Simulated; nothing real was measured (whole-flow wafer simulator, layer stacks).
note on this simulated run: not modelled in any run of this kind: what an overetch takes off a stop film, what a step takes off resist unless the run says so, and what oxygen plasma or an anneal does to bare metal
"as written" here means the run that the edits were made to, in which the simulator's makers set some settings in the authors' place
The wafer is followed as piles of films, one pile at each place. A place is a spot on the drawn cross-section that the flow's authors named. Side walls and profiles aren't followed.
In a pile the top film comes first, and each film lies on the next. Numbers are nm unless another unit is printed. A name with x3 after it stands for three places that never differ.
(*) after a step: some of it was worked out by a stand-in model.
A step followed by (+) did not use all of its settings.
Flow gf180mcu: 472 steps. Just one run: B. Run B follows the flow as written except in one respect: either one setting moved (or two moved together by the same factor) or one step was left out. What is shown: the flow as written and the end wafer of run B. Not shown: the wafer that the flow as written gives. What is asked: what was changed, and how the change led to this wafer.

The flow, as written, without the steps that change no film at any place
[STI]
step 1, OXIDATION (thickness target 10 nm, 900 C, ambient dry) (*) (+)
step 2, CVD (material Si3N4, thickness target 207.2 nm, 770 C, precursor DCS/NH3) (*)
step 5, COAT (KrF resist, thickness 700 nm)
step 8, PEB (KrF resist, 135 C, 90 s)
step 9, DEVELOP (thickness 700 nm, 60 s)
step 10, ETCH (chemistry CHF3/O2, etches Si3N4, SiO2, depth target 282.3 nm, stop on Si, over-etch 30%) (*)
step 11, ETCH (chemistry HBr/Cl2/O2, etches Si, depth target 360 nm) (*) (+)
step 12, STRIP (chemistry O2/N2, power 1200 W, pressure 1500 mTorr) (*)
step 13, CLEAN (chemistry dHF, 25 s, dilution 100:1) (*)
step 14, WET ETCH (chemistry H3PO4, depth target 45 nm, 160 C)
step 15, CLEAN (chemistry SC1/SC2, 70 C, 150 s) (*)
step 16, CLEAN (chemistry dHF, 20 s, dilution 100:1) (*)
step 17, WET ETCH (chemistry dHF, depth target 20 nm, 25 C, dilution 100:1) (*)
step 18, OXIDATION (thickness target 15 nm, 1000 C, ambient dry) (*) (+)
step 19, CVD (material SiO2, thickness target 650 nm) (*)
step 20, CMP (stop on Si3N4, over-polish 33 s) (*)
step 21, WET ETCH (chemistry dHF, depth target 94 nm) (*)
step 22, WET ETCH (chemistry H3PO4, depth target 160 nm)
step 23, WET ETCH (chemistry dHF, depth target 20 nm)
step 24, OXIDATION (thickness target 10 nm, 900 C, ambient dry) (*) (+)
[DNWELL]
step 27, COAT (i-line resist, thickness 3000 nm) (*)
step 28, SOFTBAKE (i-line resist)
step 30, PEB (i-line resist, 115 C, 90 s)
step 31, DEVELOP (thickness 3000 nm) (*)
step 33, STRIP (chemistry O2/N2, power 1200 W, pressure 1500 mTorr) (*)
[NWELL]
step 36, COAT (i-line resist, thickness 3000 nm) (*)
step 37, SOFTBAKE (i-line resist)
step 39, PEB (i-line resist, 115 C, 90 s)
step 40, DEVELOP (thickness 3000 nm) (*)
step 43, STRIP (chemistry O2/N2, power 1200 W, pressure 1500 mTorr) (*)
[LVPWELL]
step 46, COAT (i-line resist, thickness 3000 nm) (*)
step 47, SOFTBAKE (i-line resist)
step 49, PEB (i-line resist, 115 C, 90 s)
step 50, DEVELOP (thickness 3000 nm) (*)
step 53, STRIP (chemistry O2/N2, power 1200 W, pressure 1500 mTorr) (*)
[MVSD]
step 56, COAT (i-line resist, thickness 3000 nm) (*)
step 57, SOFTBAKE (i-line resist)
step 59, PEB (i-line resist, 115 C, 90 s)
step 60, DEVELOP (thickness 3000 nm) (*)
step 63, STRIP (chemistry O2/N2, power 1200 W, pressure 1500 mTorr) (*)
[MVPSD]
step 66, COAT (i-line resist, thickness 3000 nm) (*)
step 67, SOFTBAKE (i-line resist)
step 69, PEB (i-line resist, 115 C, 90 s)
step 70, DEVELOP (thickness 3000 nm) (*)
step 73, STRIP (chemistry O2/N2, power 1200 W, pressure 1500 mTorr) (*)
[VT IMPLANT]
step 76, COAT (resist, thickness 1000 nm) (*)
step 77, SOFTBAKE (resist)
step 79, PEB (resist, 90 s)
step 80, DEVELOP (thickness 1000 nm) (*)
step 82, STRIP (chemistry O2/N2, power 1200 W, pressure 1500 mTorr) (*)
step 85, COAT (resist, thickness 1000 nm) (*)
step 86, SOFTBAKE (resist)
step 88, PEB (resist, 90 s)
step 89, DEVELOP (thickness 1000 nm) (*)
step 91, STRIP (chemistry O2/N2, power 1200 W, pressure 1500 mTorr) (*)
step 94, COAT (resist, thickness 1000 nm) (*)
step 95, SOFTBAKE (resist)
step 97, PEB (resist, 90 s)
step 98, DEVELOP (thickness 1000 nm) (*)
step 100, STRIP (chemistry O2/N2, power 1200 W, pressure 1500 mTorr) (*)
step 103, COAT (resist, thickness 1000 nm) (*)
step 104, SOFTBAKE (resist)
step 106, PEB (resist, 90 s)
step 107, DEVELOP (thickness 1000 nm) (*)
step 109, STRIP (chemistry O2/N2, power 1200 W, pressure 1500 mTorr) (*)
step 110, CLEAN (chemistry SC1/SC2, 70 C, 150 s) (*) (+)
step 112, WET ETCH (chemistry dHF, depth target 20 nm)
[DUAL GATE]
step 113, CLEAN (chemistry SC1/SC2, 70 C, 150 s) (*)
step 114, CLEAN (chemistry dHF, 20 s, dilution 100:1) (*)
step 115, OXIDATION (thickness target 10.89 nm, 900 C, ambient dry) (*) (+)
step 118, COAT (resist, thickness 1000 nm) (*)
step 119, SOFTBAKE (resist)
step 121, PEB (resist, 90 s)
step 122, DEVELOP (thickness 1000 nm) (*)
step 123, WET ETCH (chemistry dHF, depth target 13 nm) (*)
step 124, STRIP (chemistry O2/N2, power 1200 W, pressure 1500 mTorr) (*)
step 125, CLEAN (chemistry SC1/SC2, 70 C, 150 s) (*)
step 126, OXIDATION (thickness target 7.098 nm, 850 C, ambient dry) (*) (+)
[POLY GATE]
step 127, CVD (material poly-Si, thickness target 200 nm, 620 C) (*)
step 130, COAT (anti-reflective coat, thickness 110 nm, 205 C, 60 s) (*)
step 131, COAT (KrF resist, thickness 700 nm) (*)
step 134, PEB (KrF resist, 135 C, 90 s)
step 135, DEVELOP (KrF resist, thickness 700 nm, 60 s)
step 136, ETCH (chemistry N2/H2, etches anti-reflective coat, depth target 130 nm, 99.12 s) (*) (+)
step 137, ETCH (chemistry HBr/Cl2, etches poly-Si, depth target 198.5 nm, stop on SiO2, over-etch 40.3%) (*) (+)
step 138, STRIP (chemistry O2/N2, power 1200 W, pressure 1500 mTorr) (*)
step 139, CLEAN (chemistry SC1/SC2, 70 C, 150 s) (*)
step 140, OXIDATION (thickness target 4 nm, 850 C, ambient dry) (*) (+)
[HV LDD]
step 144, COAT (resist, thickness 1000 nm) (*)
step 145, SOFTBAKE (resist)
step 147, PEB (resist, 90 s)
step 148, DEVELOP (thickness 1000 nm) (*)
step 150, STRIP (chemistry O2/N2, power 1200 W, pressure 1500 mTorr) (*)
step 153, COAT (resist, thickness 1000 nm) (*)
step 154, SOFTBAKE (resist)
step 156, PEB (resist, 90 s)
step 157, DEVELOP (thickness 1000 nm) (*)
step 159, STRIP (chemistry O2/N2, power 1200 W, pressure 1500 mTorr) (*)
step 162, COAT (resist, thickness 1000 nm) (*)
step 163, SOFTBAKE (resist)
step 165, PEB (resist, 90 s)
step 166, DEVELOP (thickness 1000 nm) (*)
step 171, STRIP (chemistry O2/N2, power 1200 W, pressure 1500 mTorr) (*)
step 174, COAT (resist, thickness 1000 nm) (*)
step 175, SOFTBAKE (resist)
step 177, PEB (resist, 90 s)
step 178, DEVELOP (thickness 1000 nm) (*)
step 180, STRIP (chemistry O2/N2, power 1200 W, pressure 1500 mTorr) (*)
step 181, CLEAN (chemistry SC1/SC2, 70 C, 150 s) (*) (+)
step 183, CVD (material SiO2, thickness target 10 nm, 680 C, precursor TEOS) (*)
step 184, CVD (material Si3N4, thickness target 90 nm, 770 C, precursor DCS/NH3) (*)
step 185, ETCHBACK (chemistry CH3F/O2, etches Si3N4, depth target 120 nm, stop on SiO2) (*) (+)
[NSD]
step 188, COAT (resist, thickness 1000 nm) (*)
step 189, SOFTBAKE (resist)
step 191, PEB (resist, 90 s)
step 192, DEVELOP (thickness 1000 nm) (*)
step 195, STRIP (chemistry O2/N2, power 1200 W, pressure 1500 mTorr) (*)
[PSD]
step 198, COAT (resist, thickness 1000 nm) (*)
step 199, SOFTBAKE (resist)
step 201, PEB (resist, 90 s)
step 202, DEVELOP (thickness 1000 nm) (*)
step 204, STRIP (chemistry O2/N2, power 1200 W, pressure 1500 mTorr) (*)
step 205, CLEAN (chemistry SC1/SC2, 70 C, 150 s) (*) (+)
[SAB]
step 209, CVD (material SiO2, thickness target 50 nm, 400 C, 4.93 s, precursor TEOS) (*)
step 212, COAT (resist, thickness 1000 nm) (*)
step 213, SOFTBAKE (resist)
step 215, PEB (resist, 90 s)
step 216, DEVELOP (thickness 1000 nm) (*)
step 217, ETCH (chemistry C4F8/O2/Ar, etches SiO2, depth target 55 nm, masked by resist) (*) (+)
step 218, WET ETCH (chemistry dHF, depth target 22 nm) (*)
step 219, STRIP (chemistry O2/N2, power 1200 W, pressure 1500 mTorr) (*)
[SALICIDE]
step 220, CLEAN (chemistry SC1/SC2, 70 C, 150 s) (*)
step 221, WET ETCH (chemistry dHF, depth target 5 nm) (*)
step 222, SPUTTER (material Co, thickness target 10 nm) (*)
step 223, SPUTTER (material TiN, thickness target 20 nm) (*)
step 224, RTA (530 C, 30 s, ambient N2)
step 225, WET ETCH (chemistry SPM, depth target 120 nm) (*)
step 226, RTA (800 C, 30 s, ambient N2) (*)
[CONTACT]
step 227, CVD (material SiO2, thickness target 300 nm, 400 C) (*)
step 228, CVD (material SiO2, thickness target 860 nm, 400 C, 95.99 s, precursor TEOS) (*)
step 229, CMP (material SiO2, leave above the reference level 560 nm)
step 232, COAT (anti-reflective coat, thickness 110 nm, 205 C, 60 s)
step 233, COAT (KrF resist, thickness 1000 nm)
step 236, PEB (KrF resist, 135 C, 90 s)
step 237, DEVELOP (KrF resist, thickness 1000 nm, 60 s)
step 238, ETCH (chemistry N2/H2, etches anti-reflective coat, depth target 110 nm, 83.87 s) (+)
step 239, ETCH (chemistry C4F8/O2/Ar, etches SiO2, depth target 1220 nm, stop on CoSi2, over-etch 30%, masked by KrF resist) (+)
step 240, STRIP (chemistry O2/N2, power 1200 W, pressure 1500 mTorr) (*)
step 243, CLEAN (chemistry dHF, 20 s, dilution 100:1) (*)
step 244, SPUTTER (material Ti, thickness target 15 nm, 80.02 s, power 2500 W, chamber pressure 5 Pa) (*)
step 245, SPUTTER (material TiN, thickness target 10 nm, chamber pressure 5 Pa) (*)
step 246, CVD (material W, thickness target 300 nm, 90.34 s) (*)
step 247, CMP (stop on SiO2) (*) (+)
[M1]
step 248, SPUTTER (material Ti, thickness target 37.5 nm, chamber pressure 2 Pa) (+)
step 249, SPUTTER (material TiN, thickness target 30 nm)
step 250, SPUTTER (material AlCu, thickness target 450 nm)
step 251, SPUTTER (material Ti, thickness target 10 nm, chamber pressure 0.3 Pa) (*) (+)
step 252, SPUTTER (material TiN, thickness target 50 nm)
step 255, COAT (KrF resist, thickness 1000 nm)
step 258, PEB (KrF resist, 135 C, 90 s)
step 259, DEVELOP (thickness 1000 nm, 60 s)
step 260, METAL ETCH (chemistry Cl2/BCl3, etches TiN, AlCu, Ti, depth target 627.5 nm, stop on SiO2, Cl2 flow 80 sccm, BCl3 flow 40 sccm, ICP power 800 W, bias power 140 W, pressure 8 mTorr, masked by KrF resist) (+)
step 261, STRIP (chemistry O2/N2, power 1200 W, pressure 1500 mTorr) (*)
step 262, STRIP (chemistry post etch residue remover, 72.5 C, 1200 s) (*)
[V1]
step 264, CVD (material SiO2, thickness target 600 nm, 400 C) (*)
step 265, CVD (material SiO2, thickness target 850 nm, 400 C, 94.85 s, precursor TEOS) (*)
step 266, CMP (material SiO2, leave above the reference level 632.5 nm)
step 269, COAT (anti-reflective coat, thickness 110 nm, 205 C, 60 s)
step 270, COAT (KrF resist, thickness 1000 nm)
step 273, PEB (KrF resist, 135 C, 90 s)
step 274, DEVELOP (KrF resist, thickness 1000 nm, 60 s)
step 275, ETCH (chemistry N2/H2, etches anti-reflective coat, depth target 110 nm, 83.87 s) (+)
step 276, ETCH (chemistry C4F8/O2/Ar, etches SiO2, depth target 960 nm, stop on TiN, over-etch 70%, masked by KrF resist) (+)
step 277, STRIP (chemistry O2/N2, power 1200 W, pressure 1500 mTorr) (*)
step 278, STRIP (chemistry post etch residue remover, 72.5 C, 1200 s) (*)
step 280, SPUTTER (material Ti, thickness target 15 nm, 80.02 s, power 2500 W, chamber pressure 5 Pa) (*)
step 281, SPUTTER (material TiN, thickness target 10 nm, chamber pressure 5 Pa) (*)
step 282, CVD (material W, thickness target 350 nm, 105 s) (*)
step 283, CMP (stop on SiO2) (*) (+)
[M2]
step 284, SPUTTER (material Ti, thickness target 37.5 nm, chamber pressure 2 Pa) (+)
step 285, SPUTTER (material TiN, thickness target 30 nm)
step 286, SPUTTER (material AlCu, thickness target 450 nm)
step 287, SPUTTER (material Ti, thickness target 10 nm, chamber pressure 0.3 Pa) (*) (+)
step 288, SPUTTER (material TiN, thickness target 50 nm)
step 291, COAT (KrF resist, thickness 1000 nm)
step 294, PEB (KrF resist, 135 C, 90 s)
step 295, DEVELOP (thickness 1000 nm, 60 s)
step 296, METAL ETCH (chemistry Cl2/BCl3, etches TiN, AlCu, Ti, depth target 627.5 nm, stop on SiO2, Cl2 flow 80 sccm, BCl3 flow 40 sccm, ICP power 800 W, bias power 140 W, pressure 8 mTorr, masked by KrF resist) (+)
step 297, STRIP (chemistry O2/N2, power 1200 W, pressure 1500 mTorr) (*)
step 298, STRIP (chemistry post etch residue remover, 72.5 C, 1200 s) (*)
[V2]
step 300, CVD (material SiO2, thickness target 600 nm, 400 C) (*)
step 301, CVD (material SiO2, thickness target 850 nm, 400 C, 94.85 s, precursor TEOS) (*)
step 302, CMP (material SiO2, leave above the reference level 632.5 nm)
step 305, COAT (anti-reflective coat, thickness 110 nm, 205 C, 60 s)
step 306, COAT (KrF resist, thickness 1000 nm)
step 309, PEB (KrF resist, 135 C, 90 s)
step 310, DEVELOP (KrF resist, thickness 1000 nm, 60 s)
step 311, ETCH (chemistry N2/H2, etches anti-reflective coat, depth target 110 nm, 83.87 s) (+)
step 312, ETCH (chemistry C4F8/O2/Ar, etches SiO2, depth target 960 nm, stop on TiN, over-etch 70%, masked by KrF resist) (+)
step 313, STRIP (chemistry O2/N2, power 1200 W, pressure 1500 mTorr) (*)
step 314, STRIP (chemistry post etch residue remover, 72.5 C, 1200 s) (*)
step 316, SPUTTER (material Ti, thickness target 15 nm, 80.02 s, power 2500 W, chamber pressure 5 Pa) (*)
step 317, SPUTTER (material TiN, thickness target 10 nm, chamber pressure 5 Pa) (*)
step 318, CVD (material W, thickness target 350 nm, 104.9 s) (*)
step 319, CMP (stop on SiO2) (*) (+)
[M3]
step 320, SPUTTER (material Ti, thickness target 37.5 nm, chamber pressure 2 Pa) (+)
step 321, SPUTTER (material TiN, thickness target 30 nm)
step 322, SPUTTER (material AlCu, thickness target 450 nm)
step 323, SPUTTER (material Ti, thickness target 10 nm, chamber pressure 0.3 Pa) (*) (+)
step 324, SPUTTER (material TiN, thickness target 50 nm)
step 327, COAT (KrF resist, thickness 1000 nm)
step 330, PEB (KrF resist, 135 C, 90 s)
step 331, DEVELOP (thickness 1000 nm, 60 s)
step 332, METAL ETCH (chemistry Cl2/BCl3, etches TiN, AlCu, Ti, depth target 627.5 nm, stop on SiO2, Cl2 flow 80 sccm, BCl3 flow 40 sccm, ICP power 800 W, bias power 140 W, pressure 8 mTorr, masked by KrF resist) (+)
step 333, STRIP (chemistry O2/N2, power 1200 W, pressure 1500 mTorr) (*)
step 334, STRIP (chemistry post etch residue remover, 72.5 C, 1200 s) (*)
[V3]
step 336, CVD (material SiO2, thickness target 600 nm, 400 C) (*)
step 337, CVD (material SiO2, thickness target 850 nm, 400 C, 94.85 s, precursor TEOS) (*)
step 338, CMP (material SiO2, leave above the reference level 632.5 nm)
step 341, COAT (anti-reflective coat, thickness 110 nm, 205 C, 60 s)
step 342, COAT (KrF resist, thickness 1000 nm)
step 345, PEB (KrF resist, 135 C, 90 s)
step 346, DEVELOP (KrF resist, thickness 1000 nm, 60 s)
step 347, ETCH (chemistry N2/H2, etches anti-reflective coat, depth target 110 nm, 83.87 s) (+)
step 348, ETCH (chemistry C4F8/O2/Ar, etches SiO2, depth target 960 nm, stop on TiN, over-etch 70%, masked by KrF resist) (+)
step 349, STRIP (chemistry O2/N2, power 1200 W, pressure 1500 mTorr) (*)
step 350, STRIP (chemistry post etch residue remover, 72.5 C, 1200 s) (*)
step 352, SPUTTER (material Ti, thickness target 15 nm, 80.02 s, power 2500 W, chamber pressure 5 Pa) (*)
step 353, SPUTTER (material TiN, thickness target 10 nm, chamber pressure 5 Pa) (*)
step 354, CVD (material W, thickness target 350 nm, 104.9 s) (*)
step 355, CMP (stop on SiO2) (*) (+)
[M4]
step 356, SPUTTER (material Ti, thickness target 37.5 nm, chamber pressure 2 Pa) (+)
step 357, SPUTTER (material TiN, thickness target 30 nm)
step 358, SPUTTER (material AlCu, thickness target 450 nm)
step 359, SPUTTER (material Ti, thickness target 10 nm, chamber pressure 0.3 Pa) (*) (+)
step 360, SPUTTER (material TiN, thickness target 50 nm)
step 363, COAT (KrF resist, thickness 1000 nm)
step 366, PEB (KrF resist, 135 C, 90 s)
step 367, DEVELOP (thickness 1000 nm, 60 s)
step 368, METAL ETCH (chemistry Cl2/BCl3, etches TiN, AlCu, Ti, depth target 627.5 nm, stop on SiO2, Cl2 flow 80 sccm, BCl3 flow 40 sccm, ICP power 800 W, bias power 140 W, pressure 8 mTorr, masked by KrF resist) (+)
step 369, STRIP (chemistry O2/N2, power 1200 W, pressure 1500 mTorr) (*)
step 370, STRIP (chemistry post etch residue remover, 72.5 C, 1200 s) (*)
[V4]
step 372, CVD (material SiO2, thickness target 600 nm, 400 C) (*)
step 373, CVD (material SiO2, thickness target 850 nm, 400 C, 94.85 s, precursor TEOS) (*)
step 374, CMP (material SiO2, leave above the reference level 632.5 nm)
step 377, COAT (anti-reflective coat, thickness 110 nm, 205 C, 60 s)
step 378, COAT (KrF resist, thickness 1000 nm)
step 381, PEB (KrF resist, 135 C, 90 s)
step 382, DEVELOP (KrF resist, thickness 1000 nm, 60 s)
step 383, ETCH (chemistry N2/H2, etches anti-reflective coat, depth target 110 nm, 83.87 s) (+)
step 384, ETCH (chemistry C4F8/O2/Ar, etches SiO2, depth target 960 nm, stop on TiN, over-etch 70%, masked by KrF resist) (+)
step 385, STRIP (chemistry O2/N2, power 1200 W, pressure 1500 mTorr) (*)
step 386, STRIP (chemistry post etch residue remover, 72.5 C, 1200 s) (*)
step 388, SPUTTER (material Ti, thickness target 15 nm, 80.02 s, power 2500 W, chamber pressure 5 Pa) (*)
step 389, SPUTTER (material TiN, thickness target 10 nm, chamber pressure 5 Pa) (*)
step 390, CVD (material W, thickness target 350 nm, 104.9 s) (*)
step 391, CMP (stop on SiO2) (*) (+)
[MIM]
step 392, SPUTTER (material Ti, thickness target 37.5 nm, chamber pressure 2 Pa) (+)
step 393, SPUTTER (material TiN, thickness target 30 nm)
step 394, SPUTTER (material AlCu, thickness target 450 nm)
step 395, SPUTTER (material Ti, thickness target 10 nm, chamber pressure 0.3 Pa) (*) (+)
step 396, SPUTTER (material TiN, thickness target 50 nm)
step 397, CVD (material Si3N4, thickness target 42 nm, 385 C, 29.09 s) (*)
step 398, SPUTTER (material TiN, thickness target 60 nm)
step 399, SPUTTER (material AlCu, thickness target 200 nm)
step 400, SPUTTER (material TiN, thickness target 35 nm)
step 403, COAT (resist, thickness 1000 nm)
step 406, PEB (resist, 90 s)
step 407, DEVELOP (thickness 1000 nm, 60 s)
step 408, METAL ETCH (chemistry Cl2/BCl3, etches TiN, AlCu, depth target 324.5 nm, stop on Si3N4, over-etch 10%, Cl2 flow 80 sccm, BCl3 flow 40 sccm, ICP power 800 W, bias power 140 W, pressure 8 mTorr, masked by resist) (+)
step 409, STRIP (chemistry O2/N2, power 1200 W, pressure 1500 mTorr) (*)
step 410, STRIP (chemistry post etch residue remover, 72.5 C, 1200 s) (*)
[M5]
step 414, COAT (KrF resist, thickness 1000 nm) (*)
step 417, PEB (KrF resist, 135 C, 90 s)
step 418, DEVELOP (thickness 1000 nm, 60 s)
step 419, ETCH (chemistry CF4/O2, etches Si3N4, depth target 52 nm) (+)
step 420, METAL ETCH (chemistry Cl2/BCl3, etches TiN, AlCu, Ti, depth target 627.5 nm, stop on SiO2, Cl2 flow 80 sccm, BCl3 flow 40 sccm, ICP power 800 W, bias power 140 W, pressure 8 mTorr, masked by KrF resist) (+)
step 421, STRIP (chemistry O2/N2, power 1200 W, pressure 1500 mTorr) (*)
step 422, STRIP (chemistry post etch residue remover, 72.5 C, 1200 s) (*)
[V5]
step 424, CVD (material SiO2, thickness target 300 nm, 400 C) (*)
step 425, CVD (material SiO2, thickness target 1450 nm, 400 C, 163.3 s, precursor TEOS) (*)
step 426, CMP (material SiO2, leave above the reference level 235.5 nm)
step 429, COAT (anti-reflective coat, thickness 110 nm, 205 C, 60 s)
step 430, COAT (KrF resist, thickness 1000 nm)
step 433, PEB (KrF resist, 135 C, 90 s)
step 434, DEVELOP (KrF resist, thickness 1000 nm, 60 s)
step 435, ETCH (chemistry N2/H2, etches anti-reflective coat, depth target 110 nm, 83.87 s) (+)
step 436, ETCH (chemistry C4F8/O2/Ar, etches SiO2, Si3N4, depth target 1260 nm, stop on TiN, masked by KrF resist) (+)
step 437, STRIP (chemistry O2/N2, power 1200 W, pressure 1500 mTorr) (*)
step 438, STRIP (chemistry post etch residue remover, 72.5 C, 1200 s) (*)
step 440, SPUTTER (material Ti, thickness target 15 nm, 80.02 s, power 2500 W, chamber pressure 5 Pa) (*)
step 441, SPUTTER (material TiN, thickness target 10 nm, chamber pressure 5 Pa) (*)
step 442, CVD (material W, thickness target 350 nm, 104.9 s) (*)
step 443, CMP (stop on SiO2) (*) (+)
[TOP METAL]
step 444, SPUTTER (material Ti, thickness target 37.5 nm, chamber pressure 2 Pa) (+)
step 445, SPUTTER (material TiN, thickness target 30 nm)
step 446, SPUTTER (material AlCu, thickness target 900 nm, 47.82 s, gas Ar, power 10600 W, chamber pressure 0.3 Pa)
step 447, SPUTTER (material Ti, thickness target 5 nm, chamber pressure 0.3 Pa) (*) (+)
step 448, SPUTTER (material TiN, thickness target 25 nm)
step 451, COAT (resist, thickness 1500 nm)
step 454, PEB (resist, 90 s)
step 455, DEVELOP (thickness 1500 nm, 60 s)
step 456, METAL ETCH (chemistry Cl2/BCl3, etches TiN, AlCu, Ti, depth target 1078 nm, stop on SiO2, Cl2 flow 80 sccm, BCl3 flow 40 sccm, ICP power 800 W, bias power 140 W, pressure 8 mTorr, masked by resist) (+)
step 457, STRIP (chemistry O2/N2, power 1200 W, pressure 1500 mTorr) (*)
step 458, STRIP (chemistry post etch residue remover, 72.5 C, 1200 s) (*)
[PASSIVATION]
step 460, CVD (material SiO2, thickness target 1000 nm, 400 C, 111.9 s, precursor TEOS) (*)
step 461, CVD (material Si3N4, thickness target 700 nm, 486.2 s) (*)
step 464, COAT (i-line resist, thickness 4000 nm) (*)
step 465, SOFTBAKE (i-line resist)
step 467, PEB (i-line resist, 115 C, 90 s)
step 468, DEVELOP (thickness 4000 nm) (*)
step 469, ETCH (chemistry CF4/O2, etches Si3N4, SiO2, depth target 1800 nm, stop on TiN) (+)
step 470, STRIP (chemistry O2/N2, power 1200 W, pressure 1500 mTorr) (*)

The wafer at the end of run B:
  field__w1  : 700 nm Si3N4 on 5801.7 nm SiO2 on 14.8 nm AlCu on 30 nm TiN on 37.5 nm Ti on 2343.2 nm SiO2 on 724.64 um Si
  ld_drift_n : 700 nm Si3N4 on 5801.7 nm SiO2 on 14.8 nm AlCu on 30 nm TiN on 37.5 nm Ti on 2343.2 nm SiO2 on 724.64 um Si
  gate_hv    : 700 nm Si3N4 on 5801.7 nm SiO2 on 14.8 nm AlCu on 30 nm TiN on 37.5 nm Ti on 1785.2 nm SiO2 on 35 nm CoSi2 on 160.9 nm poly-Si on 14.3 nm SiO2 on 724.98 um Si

The reason: step 296, METAL ETCH: depth target 489.5 nm was run, whereas the flow has depth target 627.5 nm.

How this came from the change, step by step:
  step 296, METAL ETCH (chemistry Cl2/BCl3, etches TiN, AlCu, Ti, depth target 627.5 nm, stop on SiO2, Cl2 flow 80 sccm, BCl3 flow 40 sccm, ICP power 800 W, bias power 140 W, pressure 8 mTorr, masked by KrF resist) (+)
      field, field__w1, field__w2 and 103 more: -50 TiN (all of it), -10 Ti (all of it), -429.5 AlCu (as written it would have been: -50 TiN (all of it), -10 Ti (all of it), -450 AlCu (all of it), -30 TiN (all of it), -37.5 Ti (all of it))
      field__w8, contact, m1, m1__w1, m1_nw: -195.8 KrF resist (as written it would have been: -251 KrF resist)
  step 297, STRIP (chemistry O2/N2, power 1200 W, pressure 1500 mTorr) (*)
      field__w8, contact, m1, m1__w1, m1_nw: -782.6 KrF resist (all of it) (as written it would have been: -727.4 KrF resist (all of it))
  step 298, STRIP (chemistry post etch residue remover, 72.5 C, 1200 s) (*)
      field, field__w1, field__w2 and 103 more: -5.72 AlCu (as written it would have been: nothing)
  step 300, CVD (material SiO2, thickness target 600 nm, 400 C) (*)
      field, field__w1, field__w2 and 103 more: +600 SiO2 (new film) (as written it would have been: +600 SiO2)
  step 302, CMP (material SiO2, leave above the reference level 632.5 nm)
      field, field__w1, field__w2 and 103 more: -382.3 SiO2 (as written it would have been: -300 SiO2)
Taking metal films that touch as one body, field__w1 has 1 body; the flow as written gives 0 bodies.
Taking metal films that touch as one body, ld_drift_n has 1 body; the flow as written gives 0 bodies.
Taking metal films that touch as one body, gate_hv has 2 bodies (between them, from the top down: SiO2 1785.2); the flow as written gives 1 body.
